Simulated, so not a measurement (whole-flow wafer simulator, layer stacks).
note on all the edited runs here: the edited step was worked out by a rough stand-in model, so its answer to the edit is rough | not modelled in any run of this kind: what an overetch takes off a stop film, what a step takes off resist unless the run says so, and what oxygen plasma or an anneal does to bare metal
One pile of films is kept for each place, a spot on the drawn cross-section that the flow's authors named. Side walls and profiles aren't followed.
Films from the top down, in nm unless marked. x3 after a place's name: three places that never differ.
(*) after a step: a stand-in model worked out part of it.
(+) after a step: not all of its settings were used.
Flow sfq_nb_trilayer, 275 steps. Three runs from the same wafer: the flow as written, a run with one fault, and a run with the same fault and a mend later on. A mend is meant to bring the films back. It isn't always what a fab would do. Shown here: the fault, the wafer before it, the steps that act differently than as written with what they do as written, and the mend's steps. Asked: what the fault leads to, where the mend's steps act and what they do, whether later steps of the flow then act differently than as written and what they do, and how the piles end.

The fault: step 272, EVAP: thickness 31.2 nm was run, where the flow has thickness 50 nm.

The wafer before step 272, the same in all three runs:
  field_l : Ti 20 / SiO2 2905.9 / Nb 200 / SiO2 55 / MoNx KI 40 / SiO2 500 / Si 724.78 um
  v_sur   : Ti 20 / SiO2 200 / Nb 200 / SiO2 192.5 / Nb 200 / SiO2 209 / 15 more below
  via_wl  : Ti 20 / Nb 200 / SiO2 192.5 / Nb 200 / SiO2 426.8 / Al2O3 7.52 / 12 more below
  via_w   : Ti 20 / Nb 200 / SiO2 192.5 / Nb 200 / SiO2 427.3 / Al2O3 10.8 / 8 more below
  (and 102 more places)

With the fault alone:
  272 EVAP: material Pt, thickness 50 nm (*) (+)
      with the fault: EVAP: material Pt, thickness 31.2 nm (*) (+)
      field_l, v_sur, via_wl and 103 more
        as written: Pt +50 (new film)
        with the fault: Pt +31.2 (new film)
  Later steps of the flow that act differently than as written:
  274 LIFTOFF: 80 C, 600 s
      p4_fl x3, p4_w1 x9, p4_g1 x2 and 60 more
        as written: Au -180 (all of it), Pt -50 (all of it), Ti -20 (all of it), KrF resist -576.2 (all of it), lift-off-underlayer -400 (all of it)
        with the fault: Au -180 (all of it), Pt -31.2 (all of it), Ti -20 (all of it), KrF resist -576.2 (all of it), lift-off-underlayer -400 (all of it)
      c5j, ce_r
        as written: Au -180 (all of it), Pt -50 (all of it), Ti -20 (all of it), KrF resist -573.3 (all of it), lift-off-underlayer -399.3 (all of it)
        with the fault: Au -180 (all of it), Pt -31.2 (all of it), Ti -20 (all of it), KrF resist -573.3 (all of it), lift-off-underlayer -399.3 (all of it)
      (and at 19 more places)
  At the end the piles differ from the flow's by more than 2% or 0.5 nm, whichever is larger, at field_l, v_sur, via_wl and 8 more.
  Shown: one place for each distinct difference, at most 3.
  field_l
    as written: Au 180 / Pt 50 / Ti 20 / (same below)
    with the fault: Au 180 / Pt 31.2 / Ti 20 / (same below)

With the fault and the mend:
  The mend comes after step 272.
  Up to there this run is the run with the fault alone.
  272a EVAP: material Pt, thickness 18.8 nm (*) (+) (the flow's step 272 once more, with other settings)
      field_l, v_sur, via_wl and 103 more
        Pt +18.8
  No later step of the flow acts differently than as written at any place that is followed.
  At the end the piles are the same as the flow's at every place that both follow.
